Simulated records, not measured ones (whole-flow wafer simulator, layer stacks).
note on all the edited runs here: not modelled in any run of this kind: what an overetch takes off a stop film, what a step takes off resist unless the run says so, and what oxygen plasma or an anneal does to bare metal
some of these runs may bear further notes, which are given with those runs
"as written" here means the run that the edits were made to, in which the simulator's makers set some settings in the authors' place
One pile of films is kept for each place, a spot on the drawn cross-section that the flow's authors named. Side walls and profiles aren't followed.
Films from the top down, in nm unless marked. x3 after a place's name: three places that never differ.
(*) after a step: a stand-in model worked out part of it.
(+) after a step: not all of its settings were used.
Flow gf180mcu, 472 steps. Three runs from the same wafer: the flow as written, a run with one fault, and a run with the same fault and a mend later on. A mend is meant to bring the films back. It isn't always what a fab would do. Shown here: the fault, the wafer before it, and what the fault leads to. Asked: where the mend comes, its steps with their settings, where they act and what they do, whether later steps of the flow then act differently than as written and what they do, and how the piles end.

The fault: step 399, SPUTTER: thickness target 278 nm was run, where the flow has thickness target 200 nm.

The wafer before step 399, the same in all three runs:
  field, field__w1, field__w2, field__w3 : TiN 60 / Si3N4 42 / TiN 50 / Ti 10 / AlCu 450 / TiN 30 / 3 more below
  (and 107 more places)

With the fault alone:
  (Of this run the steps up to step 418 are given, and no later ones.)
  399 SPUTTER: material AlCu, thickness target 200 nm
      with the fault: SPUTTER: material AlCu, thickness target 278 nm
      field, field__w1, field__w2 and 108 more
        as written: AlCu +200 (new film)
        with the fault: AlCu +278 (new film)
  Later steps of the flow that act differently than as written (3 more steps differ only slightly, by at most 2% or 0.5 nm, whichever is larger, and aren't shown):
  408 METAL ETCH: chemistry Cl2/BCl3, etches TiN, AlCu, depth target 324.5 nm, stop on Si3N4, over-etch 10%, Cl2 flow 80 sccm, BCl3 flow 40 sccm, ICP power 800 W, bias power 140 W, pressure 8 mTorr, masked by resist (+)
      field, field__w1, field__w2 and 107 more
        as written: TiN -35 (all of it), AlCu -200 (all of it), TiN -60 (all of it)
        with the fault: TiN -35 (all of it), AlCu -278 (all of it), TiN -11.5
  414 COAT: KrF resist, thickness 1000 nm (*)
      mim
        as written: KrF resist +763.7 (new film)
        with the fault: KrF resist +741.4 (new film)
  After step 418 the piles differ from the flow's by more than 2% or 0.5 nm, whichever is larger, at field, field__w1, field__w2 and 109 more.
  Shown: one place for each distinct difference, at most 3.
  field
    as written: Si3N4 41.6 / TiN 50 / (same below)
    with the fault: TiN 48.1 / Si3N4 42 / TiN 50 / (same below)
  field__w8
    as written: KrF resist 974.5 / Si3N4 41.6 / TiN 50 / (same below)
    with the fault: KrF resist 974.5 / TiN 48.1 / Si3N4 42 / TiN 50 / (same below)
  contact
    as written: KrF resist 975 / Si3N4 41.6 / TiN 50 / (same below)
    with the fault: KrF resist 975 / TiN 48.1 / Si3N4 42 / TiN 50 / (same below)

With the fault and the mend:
  The mend comes after step 399.
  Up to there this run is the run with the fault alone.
  399a METAL ETCH: chemistry Cl2/BCl3, etches TiN, AlCu, Ti, depth target 78 nm, Cl2 flow 80 sccm, BCl3 flow 40 sccm, ICP power 800 W, bias power 140 W, pressure 8 mTorr (the flow's step 260 once more, with other settings)
      field, field__w1, field__w2 and 108 more
        AlCu -78
  No later step of the flow acts differently than as written at any place that is followed.
  At the end the piles are the same as the flow's at every place that both follow.
